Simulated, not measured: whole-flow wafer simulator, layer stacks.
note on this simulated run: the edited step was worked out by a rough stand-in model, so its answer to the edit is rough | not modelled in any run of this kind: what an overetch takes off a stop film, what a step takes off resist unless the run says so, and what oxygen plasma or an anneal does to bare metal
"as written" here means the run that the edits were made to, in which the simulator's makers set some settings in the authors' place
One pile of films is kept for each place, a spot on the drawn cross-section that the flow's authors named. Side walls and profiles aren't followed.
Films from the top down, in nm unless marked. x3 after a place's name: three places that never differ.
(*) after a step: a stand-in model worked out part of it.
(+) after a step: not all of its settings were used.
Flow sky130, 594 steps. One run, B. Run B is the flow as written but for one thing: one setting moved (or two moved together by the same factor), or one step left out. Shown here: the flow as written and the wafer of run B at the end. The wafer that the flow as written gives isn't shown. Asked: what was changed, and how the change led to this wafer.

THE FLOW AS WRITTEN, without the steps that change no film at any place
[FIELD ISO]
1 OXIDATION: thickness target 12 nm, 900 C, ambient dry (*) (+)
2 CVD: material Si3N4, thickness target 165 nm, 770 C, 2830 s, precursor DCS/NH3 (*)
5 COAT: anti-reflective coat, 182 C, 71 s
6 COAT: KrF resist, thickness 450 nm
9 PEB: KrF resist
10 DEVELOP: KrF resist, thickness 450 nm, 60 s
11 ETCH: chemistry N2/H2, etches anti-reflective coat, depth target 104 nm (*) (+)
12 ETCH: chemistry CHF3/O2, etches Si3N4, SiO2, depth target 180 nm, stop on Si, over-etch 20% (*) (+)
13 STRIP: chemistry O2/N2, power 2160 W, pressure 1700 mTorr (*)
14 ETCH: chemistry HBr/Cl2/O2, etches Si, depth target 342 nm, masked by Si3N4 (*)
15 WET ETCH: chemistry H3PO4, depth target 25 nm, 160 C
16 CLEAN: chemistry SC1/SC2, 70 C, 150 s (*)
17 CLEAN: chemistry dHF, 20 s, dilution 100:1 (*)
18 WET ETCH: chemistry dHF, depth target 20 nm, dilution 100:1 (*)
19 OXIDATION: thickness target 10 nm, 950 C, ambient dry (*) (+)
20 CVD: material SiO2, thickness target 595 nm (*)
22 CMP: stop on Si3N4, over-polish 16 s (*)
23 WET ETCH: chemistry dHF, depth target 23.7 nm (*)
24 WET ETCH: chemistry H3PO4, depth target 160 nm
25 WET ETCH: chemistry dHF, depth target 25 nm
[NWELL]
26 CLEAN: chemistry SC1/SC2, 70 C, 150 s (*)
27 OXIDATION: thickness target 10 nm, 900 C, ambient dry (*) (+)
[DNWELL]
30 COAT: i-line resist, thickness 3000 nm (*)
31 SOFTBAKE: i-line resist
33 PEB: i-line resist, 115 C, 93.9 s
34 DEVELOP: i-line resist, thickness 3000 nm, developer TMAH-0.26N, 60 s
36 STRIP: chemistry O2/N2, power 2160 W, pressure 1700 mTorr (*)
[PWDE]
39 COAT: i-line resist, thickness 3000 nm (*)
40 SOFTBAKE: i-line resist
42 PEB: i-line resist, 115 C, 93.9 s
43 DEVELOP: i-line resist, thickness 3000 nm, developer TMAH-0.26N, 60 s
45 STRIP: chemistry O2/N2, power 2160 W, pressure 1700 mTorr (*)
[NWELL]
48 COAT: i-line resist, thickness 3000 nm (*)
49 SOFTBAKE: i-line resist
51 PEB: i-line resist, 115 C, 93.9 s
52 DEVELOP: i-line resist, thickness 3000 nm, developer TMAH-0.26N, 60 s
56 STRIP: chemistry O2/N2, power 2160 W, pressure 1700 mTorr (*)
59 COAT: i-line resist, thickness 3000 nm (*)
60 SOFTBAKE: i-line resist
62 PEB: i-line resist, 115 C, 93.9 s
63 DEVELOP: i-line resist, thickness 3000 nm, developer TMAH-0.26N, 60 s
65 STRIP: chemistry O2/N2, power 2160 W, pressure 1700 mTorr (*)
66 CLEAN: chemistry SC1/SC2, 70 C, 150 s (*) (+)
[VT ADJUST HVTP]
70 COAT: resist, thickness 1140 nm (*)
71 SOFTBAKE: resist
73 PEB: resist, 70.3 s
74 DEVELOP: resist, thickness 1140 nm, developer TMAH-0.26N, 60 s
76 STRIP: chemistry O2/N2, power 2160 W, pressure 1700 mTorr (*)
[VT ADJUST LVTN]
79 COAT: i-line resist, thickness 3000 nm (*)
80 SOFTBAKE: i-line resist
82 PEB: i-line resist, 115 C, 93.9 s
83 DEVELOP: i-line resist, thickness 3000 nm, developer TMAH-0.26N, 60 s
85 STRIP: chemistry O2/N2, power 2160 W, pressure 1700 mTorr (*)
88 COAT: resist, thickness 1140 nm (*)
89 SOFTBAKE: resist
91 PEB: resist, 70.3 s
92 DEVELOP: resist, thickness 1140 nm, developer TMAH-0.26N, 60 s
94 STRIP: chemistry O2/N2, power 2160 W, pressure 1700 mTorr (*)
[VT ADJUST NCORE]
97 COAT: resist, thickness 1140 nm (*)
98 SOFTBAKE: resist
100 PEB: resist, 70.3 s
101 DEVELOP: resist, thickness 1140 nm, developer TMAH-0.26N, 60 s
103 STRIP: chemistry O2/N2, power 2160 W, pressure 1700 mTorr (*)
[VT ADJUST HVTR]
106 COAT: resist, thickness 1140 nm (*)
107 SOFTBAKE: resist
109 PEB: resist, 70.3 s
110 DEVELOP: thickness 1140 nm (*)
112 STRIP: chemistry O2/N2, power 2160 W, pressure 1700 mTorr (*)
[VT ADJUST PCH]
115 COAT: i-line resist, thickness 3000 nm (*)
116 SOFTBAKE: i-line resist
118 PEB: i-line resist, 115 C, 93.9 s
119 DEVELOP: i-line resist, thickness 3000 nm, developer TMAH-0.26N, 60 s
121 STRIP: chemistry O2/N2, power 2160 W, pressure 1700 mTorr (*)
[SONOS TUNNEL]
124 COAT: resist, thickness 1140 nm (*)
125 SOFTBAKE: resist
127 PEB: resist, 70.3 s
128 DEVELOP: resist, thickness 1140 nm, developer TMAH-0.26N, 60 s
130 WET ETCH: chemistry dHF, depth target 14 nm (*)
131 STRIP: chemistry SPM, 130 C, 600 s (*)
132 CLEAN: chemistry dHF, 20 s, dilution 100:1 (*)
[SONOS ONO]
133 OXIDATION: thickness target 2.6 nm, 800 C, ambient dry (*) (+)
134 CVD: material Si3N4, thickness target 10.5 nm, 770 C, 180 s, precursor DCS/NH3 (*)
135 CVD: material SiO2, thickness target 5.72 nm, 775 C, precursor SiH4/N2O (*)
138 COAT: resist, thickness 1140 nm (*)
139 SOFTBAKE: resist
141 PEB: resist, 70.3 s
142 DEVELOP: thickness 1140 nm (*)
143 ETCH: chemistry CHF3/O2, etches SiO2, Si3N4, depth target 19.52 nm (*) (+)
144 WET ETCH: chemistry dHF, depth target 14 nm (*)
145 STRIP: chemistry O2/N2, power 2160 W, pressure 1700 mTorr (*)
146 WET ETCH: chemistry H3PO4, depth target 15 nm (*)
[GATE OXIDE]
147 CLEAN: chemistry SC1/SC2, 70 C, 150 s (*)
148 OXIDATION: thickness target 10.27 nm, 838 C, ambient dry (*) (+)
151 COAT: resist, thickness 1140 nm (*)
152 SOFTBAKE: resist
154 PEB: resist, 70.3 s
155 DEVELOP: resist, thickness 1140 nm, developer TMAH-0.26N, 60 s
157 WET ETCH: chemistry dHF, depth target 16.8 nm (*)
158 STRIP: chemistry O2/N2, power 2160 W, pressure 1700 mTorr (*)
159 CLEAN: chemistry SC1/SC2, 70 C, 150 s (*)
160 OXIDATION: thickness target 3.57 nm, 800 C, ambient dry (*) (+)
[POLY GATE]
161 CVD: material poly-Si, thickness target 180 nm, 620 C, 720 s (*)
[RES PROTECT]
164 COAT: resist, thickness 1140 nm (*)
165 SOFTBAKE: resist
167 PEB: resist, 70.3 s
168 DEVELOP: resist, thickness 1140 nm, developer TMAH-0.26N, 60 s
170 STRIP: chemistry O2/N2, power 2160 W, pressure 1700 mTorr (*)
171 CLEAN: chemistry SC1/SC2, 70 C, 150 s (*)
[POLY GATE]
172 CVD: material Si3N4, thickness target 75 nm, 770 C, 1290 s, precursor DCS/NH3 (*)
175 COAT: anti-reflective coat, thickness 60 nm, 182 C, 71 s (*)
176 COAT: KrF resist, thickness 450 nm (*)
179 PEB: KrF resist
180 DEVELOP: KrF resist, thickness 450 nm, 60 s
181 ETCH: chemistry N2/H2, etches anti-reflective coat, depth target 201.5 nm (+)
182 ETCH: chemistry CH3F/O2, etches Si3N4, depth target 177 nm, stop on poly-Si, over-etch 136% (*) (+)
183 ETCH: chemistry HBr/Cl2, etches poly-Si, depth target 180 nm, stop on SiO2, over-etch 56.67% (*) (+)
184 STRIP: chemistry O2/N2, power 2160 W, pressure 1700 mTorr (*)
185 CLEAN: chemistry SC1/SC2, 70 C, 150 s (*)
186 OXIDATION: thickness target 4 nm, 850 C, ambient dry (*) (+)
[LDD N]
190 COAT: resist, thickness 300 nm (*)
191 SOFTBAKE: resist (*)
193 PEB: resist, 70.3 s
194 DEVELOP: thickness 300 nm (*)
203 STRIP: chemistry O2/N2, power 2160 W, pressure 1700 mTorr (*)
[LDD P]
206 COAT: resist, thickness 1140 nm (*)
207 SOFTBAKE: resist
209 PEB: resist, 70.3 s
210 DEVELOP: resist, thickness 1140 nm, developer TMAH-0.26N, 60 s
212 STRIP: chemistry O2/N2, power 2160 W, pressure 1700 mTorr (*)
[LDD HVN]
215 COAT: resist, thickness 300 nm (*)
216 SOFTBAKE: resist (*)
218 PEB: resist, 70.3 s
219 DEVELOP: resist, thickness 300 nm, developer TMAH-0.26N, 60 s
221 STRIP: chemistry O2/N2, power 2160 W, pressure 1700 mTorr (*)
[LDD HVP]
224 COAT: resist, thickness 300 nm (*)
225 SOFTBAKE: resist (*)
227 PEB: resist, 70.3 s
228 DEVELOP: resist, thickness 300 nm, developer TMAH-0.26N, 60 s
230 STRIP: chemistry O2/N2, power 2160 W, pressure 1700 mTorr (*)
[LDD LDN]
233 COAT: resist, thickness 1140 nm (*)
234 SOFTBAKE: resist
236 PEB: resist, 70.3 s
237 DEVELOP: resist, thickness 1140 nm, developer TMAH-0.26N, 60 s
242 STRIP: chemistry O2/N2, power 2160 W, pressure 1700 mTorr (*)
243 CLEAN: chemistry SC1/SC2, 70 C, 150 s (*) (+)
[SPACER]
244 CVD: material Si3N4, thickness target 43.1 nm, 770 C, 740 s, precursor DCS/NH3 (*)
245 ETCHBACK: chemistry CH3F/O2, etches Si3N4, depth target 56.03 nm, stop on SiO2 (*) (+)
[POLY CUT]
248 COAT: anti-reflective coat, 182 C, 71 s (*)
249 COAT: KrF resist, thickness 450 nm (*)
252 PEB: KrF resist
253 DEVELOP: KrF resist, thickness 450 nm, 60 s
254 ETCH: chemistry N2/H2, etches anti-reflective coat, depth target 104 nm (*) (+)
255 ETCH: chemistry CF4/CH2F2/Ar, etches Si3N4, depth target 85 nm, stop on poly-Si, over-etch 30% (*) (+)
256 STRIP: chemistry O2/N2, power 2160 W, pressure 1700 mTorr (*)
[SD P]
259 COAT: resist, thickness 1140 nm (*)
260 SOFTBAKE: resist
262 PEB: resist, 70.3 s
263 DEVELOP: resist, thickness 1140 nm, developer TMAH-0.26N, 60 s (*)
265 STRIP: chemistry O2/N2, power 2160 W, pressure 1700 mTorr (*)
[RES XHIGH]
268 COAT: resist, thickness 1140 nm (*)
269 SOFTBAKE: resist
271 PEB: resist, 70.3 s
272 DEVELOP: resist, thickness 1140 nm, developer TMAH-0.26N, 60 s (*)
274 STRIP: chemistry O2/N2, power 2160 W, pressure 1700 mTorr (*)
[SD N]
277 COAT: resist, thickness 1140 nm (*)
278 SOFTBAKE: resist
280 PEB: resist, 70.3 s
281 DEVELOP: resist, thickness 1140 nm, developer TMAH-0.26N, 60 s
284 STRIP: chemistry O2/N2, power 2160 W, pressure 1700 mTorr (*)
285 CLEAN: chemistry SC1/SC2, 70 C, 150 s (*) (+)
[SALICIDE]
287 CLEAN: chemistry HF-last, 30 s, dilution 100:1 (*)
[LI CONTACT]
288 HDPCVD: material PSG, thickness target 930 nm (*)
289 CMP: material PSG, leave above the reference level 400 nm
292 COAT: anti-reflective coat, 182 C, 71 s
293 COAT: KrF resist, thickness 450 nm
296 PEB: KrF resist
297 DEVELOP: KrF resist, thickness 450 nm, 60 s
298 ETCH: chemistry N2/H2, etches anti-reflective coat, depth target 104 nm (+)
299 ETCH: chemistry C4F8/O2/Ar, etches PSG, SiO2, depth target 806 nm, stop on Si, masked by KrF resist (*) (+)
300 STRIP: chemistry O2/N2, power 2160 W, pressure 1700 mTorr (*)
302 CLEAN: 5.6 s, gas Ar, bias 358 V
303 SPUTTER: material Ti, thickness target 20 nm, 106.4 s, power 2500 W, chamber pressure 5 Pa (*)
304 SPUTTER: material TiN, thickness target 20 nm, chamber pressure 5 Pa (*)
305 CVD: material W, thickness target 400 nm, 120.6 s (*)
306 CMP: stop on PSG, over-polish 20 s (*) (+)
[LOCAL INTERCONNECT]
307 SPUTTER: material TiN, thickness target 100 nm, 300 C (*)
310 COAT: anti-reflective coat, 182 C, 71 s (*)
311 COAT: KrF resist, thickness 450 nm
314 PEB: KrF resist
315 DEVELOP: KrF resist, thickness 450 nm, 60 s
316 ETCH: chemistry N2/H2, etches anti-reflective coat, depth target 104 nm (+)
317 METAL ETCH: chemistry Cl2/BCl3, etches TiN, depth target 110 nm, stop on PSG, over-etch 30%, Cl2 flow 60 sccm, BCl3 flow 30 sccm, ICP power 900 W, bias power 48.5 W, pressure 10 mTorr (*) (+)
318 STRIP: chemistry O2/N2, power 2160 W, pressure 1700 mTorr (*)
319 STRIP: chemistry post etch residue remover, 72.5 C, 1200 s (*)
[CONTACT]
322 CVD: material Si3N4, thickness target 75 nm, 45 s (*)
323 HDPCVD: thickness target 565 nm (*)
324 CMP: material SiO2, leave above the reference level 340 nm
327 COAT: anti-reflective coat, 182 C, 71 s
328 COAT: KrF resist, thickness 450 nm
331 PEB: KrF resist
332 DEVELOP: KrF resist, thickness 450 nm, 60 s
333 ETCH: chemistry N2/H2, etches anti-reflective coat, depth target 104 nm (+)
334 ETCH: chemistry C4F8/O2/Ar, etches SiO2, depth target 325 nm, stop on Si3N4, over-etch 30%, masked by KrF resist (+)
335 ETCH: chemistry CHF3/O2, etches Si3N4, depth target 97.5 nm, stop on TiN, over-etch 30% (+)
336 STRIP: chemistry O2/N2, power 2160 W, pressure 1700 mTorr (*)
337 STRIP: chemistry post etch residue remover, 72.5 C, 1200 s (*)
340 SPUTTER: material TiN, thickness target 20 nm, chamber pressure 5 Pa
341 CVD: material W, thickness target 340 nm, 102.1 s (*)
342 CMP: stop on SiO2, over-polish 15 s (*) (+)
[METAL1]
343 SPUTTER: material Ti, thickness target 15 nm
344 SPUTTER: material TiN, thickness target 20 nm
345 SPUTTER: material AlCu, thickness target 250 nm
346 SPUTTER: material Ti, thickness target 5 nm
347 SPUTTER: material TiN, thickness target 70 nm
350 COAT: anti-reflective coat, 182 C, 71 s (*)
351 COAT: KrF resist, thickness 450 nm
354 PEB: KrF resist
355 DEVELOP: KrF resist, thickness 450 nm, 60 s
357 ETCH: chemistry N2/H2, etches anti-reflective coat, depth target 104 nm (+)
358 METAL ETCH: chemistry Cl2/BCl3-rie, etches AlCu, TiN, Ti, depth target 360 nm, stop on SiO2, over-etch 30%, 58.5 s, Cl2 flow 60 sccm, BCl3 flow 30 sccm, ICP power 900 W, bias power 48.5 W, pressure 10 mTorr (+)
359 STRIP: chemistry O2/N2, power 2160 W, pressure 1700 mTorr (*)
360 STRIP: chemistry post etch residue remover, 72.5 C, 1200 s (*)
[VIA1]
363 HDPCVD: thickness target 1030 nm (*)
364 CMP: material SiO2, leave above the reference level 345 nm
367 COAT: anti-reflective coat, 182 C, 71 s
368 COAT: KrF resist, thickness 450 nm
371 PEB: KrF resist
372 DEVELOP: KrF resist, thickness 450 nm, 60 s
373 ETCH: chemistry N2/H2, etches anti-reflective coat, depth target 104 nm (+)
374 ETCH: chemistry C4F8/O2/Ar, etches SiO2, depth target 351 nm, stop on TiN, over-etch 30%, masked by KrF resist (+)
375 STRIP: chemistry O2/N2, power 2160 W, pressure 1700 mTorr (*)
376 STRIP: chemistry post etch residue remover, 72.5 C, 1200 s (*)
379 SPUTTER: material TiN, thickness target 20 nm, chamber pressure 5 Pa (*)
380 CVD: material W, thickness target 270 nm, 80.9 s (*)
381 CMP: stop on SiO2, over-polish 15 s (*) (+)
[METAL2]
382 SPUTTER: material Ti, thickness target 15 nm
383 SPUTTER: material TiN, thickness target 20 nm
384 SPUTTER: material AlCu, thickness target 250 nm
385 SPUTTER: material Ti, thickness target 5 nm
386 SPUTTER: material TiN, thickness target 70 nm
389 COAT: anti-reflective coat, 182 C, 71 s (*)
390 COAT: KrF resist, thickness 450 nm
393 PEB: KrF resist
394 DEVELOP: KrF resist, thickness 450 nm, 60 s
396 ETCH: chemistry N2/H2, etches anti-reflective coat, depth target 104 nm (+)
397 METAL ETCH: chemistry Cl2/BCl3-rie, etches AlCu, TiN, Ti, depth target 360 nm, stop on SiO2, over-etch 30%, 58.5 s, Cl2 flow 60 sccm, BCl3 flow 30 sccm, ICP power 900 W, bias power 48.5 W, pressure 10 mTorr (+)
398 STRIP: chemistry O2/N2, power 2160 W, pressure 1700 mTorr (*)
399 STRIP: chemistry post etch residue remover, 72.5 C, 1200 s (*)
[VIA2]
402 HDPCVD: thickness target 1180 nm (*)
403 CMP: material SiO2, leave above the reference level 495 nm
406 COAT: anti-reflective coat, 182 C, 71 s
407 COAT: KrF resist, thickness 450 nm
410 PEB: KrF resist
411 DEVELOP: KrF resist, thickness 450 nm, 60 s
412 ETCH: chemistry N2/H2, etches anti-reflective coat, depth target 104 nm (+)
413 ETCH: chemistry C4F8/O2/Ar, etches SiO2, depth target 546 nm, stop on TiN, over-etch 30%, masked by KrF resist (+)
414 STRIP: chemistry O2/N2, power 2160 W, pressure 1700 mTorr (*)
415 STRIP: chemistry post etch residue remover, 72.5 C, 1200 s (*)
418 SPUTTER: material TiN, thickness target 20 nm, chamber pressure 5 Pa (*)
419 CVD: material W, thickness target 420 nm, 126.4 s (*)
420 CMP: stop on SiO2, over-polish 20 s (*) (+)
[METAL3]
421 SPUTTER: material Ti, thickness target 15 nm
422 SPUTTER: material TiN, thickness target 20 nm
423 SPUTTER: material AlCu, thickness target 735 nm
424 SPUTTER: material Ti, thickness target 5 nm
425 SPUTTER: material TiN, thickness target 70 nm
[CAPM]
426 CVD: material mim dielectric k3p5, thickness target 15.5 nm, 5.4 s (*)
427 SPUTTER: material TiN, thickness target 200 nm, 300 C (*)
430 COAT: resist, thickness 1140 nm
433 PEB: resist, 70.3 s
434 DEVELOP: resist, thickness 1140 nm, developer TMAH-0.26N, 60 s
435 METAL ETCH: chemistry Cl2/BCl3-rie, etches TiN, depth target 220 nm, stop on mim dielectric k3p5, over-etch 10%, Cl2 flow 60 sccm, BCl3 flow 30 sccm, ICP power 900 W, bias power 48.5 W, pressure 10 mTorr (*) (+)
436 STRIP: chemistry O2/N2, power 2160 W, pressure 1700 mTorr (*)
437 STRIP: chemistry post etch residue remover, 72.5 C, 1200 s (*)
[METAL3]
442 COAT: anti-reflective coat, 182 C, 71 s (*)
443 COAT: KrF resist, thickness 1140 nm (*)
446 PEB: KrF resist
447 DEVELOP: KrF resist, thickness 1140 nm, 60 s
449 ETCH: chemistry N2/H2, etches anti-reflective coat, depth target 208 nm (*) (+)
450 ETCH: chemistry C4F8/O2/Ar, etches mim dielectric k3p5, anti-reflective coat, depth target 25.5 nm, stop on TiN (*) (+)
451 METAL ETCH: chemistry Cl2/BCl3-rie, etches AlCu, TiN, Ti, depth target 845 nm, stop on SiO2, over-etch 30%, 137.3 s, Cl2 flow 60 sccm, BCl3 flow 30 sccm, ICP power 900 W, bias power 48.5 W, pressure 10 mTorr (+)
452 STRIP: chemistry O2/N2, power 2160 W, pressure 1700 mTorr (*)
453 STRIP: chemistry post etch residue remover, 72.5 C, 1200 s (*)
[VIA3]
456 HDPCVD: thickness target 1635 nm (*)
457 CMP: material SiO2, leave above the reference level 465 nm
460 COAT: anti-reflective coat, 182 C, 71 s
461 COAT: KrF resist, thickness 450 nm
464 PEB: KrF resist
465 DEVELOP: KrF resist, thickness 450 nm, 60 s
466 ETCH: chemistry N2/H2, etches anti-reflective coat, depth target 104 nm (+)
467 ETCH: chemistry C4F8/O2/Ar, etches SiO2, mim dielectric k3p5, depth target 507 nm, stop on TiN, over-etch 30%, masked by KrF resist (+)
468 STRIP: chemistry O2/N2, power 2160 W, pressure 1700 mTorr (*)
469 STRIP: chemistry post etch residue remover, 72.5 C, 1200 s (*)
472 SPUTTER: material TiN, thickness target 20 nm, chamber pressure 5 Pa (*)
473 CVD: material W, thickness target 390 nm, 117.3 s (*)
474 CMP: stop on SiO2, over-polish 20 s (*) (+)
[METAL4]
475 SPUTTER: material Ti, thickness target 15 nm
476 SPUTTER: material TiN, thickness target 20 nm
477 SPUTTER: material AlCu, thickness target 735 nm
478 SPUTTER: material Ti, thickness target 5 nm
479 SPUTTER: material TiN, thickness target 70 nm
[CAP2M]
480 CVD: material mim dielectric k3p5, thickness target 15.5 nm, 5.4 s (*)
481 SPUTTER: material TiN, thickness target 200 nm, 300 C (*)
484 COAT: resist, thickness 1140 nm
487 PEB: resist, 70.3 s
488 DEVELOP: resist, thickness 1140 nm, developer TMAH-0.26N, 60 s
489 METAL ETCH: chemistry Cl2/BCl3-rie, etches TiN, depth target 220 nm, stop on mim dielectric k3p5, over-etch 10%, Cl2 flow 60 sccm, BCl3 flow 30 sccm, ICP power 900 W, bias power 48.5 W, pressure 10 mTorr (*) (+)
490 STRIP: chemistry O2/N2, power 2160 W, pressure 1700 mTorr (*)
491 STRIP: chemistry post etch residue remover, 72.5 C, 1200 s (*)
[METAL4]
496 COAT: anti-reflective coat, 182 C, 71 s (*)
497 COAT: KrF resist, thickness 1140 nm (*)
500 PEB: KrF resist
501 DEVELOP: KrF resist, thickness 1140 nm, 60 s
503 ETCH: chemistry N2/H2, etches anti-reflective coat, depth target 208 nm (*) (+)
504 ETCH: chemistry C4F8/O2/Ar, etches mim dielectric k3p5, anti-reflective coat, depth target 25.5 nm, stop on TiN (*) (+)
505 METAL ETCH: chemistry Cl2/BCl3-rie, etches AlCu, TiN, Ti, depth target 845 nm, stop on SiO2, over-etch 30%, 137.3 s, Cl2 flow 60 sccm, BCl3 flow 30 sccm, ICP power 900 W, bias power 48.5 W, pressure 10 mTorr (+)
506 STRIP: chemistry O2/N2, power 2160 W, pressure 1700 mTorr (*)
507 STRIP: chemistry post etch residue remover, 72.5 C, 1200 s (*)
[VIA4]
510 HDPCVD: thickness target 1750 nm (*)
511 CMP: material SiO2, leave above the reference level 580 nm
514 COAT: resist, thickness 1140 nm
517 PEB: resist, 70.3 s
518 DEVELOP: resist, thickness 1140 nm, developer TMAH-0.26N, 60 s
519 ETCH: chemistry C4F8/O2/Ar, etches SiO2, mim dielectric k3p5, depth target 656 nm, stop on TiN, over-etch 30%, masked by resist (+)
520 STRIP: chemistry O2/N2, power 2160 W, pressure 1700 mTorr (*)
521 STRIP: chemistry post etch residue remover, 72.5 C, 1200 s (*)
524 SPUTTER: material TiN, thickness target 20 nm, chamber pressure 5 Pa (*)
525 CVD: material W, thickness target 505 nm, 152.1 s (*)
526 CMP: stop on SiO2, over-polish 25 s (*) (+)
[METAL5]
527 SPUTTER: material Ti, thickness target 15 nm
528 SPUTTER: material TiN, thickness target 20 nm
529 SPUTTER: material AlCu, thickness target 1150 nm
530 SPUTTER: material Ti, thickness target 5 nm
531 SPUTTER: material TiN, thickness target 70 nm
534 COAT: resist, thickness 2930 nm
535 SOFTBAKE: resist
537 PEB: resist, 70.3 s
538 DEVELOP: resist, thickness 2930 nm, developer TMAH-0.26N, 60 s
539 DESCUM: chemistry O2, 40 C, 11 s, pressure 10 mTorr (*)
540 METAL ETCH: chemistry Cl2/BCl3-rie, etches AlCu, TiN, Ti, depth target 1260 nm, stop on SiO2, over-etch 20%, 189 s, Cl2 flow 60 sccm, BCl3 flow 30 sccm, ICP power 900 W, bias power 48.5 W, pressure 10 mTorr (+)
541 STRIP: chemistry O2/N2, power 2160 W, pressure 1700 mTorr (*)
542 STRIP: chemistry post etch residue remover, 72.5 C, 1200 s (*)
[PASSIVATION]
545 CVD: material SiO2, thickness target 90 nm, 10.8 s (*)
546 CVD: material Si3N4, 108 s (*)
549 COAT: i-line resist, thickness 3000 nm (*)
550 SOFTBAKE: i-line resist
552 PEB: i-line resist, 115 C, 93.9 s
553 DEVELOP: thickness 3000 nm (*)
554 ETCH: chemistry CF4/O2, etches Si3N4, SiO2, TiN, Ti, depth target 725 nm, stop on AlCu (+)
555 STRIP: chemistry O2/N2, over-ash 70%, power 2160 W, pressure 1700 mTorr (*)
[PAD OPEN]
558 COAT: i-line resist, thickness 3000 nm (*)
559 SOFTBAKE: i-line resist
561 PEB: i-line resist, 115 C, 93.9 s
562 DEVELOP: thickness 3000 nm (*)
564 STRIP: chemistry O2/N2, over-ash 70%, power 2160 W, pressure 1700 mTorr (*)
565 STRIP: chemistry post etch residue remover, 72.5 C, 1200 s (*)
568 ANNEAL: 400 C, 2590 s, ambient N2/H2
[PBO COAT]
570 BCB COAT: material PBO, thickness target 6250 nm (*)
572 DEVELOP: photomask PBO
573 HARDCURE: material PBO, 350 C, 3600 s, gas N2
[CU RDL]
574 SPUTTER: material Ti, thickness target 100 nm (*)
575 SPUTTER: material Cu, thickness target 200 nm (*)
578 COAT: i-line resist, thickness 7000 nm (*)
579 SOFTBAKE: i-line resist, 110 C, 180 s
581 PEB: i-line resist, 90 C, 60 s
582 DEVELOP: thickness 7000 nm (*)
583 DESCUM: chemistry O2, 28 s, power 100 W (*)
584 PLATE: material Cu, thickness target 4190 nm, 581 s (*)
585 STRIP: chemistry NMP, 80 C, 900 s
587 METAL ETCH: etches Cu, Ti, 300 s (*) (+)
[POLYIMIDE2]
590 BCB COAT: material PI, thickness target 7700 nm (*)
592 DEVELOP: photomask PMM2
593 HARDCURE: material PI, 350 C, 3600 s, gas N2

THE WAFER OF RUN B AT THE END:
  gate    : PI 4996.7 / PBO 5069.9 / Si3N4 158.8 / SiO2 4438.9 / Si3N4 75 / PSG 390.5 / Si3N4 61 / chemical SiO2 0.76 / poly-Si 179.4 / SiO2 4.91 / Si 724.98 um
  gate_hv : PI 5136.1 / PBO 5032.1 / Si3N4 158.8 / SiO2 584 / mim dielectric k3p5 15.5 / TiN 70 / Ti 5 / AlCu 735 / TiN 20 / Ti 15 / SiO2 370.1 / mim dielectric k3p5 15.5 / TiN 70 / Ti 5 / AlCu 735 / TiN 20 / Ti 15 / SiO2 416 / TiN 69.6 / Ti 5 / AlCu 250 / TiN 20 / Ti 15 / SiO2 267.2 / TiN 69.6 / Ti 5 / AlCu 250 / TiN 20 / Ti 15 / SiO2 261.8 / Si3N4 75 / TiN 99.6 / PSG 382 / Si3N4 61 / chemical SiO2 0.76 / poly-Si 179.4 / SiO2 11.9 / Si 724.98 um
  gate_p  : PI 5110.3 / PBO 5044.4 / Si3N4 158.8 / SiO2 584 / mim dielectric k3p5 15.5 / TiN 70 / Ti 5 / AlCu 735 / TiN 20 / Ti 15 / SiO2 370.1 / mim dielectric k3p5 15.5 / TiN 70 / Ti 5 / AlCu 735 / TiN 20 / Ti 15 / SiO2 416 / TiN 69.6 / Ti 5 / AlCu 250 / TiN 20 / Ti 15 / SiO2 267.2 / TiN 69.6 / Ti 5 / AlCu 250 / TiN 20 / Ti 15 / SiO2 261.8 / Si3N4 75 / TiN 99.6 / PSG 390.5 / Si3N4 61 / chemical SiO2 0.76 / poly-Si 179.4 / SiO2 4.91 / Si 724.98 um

The cause: step 160, OXIDATION: thickness target 4.91 nm was run, where the flow has thickness target 3.57 nm.
It can be read off the wafer: gate has SiO2 4.91, and step 160 as written asks for 3.57 nm.

How the change led to this, step by step:
  160 OXIDATION: thickness target 3.57 nm, 800 C, ambient dry (*) (+)
      active, n_well, p_well and 58 more: SiO2 +4.91 (new film), chemical SiO2 -0.76 (all of it), Si -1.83 (as written it would be: SiO2 +3.57 (new film), chemical SiO2 -0.76 (all of it), Si -1.24)
      gate_hv, m1, pad and 37 more: SiO2 +1.93, Si -0.85 (as written it would be: SiO2 +0.85, Si -0.37)
  299 ETCH: chemistry C4F8/O2/Ar, etches PSG, SiO2, depth target 806 nm, stop on Si, masked by KrF resist (*) (+)
      contact, ndiff_licon, ndiff_licon_cpp: PSG -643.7 (all of it), SiO2 -2.27 (all of it) (as written it would be: PSG -643.6 (all of it), SiO2 -1.16 (all of it))
